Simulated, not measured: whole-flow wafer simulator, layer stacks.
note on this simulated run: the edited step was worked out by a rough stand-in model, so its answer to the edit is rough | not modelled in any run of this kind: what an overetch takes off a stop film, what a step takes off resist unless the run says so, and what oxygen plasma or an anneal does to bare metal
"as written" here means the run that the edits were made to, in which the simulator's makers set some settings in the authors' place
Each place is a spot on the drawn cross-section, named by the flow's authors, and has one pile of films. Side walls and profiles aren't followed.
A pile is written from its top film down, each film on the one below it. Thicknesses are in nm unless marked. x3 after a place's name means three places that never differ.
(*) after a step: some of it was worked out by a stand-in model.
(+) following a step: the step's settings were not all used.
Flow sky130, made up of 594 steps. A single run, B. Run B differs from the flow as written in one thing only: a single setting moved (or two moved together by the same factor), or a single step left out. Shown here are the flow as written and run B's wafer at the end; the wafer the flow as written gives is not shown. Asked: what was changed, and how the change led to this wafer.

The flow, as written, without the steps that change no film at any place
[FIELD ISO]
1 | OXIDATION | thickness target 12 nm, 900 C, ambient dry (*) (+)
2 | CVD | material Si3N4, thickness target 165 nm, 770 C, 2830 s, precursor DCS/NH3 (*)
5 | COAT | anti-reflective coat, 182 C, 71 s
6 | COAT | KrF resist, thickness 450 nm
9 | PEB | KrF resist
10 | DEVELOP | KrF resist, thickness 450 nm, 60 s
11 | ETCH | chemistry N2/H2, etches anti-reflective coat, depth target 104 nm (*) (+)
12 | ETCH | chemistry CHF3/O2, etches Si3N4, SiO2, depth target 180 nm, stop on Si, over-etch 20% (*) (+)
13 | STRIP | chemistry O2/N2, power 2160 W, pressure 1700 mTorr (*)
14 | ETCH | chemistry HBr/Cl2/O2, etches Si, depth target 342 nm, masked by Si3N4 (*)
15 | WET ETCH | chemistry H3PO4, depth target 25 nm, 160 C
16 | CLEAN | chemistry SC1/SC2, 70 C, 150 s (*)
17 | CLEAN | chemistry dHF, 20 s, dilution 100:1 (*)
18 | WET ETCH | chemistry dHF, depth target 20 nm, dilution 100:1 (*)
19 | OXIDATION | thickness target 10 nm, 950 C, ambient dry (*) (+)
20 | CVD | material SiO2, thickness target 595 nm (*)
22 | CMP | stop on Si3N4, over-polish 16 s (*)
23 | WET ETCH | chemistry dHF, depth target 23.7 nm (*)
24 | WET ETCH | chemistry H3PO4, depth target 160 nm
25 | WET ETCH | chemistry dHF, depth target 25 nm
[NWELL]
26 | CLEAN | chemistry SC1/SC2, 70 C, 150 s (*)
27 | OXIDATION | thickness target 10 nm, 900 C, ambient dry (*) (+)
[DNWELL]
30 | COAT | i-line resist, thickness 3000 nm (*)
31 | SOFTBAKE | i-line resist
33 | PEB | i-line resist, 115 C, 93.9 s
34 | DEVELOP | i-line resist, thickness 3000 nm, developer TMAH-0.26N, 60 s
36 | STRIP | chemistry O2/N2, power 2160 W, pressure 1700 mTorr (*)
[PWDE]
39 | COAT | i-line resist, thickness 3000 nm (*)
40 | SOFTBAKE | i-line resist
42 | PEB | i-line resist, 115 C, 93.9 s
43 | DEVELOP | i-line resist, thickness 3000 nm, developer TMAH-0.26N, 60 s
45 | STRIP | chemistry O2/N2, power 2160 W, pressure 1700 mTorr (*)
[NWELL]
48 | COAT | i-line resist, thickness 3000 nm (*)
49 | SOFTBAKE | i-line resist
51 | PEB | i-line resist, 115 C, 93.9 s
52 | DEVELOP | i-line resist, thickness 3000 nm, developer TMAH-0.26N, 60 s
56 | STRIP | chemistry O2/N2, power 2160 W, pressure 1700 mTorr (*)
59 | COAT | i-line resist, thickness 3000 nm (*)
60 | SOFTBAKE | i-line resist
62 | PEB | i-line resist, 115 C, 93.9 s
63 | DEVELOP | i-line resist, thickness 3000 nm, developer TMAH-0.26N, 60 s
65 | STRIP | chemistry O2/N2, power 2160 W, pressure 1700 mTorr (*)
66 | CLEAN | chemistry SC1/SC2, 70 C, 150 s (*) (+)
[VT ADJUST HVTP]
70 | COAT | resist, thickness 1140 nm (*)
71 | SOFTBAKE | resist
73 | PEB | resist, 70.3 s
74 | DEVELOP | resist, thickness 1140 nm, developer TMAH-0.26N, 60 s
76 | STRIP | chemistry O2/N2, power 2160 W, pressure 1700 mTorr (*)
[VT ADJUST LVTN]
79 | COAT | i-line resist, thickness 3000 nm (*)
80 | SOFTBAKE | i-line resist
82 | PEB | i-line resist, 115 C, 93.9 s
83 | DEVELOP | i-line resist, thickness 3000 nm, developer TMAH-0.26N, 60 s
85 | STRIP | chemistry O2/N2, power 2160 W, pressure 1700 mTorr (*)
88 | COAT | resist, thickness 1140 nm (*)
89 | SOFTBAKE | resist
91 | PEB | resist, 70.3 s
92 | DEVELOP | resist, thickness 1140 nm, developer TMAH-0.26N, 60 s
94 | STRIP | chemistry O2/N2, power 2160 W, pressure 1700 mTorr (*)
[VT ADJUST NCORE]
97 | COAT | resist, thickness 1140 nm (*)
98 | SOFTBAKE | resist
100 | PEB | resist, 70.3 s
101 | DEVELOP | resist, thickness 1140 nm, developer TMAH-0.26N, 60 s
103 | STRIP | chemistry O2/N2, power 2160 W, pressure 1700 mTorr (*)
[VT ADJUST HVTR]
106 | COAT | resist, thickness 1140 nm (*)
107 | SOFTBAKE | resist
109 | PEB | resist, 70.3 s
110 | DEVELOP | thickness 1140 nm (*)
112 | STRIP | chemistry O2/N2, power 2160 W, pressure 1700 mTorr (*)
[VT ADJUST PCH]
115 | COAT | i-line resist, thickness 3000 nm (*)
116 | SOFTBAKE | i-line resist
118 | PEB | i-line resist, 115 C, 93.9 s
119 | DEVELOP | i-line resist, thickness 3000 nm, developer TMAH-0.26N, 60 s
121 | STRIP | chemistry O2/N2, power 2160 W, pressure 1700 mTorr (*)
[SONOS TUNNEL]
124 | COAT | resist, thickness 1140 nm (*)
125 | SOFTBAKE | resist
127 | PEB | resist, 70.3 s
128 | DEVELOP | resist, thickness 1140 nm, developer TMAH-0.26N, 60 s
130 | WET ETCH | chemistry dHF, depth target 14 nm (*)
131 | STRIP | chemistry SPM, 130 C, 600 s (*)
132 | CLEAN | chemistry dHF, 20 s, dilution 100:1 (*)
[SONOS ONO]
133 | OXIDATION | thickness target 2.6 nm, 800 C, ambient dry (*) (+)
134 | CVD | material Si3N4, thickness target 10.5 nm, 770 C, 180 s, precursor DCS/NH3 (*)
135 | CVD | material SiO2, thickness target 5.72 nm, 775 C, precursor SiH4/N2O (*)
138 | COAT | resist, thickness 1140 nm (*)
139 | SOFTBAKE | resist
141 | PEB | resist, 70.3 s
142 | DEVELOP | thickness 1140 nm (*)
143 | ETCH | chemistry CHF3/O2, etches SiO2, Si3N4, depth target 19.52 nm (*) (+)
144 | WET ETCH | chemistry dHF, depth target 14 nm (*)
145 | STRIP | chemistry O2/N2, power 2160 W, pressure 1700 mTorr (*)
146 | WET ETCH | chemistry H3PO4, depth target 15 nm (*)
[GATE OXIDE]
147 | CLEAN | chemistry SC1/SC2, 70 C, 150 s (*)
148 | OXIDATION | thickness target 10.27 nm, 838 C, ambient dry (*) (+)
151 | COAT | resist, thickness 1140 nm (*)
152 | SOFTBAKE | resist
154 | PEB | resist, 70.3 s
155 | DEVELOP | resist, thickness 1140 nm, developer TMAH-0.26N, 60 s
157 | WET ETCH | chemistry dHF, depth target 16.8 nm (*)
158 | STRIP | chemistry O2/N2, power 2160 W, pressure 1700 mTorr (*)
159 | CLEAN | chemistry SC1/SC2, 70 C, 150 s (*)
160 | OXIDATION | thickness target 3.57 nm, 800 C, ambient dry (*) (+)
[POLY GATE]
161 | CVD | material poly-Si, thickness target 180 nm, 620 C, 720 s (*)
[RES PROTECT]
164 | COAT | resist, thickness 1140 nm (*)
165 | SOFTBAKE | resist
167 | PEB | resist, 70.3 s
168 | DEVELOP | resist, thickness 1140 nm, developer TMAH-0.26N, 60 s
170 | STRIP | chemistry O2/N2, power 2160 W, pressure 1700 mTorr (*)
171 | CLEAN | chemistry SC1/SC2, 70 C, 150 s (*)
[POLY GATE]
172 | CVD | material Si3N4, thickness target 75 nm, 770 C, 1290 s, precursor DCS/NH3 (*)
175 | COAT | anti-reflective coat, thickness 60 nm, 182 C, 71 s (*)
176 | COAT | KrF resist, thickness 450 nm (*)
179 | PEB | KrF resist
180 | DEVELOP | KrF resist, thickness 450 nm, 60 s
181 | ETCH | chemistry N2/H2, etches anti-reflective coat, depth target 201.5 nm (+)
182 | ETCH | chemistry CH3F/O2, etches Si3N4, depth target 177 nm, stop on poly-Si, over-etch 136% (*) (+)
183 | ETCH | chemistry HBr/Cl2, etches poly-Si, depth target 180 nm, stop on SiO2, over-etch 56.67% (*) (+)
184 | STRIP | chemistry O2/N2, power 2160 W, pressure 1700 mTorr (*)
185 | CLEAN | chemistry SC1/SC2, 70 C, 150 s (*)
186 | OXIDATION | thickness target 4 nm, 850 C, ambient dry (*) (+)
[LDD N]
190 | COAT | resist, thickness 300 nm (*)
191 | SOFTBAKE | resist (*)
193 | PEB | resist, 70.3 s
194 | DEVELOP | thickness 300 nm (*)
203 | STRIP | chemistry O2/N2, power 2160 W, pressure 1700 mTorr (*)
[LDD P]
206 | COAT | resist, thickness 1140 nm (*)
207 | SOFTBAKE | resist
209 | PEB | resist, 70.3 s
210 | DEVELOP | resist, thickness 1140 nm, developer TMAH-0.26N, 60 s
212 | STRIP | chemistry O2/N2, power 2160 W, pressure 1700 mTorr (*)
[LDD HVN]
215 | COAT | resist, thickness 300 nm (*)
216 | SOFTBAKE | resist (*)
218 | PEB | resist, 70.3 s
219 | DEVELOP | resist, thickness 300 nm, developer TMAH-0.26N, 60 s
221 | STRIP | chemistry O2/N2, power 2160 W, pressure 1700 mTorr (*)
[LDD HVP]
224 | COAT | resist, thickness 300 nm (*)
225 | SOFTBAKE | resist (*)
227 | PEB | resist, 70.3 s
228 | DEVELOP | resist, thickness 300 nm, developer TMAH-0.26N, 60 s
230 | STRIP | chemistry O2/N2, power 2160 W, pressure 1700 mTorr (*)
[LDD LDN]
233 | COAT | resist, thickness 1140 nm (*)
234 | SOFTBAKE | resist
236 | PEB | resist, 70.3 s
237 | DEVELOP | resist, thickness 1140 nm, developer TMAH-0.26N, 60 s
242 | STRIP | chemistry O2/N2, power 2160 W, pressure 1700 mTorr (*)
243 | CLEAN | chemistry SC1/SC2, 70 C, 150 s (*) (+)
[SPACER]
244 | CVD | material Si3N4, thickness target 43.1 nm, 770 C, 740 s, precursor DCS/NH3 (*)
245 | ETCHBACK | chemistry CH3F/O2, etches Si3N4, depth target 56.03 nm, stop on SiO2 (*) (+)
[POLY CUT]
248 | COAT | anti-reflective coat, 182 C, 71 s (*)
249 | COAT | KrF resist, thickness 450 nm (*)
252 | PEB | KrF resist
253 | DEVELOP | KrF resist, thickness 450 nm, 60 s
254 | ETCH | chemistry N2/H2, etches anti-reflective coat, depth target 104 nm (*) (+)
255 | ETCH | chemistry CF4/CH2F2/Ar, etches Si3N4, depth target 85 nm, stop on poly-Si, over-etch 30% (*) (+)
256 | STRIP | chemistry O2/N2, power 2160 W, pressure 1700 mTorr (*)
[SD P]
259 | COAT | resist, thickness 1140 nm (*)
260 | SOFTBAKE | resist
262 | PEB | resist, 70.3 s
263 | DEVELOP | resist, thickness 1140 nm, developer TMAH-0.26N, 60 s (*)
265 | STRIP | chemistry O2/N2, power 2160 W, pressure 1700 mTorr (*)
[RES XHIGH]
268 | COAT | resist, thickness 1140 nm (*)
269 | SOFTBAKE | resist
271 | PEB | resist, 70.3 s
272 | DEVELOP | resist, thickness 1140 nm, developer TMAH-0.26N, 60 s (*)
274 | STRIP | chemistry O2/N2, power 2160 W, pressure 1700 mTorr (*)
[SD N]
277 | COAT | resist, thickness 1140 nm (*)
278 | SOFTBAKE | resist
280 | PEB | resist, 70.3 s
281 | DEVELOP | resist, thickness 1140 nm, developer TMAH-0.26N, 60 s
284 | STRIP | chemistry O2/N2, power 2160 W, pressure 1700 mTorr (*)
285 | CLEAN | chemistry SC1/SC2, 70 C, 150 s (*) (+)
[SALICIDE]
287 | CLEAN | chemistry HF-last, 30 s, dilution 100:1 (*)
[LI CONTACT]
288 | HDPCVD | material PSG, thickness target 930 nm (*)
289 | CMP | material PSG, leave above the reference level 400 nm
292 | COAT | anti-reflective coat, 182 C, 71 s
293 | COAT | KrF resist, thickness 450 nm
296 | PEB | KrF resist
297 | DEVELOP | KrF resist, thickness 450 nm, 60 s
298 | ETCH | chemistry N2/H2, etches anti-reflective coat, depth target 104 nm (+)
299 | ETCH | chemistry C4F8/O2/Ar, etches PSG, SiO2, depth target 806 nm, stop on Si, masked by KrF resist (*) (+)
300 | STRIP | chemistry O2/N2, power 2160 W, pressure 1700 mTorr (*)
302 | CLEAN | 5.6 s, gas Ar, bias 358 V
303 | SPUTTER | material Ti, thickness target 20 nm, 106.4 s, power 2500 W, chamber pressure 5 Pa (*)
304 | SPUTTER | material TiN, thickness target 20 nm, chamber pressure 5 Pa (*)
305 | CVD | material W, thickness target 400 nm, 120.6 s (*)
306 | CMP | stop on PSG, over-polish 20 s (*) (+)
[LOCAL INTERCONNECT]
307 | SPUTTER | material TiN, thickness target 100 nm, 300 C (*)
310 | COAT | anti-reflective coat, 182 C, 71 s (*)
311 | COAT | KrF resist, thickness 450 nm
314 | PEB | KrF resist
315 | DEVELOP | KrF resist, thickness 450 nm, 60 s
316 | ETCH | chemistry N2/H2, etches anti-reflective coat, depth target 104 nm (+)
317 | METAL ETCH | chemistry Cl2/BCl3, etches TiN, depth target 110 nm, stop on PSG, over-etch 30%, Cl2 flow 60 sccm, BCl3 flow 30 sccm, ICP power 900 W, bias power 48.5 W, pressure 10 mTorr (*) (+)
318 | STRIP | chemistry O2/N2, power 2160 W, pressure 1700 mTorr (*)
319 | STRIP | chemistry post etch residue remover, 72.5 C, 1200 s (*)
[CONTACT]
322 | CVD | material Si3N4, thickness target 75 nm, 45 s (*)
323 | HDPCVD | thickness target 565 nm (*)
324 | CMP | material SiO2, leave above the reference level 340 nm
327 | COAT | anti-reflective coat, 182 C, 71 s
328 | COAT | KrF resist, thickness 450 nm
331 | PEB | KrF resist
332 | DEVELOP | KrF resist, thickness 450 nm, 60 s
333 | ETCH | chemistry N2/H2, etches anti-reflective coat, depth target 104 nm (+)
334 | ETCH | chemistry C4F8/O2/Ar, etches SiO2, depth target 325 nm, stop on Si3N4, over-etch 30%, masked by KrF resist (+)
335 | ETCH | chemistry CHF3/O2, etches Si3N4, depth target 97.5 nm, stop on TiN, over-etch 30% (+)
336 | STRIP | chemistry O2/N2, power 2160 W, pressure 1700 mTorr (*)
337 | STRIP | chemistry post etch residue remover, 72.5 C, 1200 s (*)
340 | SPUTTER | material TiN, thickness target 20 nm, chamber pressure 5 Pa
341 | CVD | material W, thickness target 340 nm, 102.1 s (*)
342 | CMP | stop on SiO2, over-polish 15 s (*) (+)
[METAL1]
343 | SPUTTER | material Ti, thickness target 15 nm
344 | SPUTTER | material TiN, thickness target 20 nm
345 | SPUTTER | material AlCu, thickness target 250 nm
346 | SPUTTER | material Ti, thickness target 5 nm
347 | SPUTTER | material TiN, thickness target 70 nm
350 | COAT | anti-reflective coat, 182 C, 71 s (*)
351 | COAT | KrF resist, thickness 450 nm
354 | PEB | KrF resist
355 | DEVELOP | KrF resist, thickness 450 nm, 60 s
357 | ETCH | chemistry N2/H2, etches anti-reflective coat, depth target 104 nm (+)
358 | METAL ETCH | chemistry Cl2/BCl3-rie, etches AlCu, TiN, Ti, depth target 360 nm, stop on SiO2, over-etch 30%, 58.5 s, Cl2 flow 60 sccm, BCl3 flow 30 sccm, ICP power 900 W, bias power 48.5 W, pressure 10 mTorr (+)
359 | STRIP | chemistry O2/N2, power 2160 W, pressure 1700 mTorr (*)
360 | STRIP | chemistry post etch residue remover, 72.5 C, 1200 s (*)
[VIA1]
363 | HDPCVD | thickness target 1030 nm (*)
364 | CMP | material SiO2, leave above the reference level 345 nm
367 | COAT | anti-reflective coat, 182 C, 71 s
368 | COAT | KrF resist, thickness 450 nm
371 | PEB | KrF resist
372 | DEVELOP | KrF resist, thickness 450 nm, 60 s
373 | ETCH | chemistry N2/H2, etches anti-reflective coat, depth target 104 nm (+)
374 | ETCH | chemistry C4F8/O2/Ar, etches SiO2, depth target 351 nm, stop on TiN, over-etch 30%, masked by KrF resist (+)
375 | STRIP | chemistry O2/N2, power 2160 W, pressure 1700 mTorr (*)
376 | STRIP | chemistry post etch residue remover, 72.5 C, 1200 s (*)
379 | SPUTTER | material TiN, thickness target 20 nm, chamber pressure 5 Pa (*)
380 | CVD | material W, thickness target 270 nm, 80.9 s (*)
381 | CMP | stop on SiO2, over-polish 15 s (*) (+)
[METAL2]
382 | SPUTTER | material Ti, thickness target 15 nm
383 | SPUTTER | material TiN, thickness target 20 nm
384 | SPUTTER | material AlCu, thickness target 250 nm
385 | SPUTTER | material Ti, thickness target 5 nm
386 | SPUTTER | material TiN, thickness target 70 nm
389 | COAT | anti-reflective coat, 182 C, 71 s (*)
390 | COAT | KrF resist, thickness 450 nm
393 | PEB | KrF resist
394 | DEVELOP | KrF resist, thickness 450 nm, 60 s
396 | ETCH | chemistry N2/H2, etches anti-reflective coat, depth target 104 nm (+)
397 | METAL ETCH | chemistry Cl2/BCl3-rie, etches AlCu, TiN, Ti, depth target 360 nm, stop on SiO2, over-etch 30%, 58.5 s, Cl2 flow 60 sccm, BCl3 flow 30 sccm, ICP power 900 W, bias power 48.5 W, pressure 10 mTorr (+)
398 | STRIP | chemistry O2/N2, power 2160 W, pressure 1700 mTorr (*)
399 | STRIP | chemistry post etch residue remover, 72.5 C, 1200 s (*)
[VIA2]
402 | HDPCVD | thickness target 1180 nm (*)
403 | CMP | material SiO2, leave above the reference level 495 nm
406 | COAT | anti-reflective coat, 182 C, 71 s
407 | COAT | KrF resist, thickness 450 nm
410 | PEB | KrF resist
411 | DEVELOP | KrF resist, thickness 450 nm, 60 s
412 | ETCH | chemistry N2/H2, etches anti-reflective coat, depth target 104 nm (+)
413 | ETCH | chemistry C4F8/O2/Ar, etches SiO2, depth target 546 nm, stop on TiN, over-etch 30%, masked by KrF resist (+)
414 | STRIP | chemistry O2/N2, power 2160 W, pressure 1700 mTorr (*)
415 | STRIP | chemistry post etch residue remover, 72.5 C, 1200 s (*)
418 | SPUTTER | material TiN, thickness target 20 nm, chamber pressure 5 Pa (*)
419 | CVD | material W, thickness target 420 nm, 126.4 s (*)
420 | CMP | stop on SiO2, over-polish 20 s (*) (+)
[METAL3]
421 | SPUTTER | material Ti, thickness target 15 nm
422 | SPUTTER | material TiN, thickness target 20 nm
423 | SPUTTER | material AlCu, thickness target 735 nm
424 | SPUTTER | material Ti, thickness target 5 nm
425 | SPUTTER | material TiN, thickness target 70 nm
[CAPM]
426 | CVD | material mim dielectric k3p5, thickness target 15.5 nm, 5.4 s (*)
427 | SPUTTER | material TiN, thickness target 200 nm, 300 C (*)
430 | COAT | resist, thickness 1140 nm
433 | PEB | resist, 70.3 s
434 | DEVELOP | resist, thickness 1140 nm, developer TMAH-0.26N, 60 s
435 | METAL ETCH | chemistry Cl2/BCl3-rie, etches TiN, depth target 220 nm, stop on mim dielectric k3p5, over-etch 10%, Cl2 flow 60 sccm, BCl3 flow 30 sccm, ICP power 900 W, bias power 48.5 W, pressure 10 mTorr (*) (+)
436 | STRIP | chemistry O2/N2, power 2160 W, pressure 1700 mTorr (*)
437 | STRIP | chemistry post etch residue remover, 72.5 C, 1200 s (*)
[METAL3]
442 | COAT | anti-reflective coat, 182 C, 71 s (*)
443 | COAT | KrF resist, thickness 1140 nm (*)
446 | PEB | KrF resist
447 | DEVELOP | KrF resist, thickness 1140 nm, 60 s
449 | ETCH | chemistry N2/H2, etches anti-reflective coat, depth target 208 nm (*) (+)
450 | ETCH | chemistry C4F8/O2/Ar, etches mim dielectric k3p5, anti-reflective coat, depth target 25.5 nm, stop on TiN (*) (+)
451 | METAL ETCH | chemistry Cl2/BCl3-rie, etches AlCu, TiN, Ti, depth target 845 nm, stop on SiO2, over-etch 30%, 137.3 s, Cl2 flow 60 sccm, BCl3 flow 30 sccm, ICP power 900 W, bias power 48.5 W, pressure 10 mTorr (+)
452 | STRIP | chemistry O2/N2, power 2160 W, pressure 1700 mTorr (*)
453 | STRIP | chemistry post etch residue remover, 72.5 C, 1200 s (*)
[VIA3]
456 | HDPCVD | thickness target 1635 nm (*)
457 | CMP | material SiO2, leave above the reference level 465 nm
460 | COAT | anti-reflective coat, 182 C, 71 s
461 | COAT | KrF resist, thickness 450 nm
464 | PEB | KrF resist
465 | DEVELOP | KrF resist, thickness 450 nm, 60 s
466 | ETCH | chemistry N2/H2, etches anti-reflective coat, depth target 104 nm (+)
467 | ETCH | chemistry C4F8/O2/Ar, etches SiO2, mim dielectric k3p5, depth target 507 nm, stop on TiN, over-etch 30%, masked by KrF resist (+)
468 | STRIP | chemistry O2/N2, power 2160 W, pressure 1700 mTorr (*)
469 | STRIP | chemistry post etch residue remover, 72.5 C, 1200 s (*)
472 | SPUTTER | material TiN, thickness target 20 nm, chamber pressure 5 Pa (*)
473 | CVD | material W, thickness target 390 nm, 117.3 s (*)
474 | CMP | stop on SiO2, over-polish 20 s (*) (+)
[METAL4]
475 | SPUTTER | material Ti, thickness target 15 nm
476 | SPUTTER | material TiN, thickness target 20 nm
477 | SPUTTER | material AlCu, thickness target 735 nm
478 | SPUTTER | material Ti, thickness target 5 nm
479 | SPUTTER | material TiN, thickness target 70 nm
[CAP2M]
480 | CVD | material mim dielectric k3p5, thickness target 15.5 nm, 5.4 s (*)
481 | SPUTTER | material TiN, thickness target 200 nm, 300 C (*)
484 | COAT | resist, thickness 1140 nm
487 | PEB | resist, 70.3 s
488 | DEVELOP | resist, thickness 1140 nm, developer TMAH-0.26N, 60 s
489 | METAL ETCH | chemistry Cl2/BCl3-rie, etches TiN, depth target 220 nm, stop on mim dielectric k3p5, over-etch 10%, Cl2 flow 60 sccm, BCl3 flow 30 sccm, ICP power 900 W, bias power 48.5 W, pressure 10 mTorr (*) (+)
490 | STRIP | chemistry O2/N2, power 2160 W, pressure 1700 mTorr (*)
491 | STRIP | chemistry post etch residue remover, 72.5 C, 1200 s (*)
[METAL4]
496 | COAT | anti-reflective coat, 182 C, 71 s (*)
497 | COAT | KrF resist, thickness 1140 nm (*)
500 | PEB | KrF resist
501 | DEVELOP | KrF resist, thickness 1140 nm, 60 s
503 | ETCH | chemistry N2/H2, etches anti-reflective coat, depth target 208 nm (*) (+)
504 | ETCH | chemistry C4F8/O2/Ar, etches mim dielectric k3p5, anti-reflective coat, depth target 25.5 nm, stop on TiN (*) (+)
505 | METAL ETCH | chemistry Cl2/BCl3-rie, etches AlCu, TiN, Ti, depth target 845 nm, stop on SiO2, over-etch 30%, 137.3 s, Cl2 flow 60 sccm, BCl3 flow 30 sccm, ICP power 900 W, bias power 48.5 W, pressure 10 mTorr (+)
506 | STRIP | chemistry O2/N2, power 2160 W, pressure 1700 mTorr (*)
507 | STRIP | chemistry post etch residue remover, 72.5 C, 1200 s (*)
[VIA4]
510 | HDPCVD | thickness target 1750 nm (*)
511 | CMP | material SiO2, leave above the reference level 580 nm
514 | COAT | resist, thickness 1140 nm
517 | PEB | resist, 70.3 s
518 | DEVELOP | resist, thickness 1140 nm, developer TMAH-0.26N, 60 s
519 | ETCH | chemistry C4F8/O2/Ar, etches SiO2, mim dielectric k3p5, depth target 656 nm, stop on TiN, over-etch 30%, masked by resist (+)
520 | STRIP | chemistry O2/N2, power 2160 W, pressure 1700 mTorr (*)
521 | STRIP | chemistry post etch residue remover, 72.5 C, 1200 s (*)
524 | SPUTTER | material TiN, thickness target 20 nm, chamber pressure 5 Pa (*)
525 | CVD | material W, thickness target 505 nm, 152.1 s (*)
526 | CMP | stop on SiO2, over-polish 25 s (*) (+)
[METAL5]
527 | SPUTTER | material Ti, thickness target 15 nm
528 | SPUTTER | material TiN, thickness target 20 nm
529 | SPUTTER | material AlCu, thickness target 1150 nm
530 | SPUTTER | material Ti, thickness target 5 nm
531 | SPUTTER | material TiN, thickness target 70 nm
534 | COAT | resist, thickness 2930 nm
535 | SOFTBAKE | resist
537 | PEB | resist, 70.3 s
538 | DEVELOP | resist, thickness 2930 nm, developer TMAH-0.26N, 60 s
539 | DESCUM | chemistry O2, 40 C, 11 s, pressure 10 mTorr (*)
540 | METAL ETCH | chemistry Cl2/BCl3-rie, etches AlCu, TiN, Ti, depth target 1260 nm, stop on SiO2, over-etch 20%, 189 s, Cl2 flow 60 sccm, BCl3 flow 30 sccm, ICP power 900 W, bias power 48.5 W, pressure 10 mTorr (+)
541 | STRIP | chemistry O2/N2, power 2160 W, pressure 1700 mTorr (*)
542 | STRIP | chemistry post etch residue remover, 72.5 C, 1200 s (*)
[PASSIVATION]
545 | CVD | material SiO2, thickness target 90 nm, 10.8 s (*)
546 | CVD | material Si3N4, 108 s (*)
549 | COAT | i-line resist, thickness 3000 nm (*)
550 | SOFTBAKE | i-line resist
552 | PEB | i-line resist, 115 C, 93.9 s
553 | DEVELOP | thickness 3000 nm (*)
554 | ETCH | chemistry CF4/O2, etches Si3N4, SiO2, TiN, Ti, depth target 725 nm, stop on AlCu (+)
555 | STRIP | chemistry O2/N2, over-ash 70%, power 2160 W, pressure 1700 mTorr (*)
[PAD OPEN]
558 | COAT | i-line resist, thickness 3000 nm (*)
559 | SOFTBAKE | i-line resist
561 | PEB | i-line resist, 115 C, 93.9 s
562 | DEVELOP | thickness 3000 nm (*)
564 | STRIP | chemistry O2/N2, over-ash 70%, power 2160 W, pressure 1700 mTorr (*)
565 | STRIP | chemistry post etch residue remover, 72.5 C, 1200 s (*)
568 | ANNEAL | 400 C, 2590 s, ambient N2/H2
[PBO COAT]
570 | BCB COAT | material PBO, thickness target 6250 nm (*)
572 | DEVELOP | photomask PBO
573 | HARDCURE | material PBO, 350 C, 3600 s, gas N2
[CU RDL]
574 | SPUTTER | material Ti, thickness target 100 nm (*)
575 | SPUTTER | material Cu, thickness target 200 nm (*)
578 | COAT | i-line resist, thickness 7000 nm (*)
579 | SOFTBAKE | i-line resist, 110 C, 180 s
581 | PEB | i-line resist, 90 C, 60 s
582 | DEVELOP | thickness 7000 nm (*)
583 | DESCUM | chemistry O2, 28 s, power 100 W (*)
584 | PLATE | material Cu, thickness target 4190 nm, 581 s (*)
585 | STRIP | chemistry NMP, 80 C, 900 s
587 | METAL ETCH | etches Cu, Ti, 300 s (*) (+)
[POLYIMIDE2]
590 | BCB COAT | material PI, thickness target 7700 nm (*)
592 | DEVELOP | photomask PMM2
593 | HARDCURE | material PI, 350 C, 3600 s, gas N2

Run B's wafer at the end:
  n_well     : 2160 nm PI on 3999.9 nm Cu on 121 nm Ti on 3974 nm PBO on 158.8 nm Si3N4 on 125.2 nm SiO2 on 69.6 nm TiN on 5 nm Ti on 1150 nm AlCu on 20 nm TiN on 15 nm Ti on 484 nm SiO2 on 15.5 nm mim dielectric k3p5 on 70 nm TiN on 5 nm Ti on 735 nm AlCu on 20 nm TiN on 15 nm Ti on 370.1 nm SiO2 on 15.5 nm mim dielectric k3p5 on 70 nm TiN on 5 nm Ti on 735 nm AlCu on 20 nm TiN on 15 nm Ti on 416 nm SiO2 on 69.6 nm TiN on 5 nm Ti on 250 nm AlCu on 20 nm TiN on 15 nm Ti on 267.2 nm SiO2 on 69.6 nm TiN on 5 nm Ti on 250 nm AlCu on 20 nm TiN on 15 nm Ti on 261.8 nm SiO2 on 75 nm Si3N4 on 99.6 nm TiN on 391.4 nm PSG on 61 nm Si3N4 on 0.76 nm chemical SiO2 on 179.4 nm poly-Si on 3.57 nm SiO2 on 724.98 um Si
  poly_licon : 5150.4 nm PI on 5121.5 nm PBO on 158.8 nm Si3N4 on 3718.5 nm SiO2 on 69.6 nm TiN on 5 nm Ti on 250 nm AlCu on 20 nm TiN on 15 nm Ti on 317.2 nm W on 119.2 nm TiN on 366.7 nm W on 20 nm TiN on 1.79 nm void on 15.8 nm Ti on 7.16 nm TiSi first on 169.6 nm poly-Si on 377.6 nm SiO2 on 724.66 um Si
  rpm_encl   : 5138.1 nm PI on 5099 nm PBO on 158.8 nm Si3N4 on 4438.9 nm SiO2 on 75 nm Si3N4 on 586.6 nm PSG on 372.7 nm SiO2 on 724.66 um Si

What caused this: step 574, SPUTTER: thickness target 121 nm was run, whereas the flow has thickness target 100 nm.
The wafer itself shows it: n_well has Ti 121, and step 574 as written asks for 100 nm.

Step by step, how the change led to this:
  574 | SPUTTER | material Ti, thickness target 100 nm (*)
      field, active, n_well and 190 more: Ti gains 121 (new film) (in the flow as written it would be: Ti gains 100 (new film))
  587 | METAL ETCH | etches Cu, Ti, 300 s (*) (+)
      field, active, gate and 167 more: Cu loses 200 (all of it), Ti loses 121 (all of it) (in the flow as written it would be: Cu loses 200 (all of it), Ti loses 100 (all of it))
  590 | BCB COAT | material PI, thickness target 7700 nm (*)
      de16_gate_nw: PI gains 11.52 um (new film) (in the flow as written it would be: PI gains 11.5 um (new film))
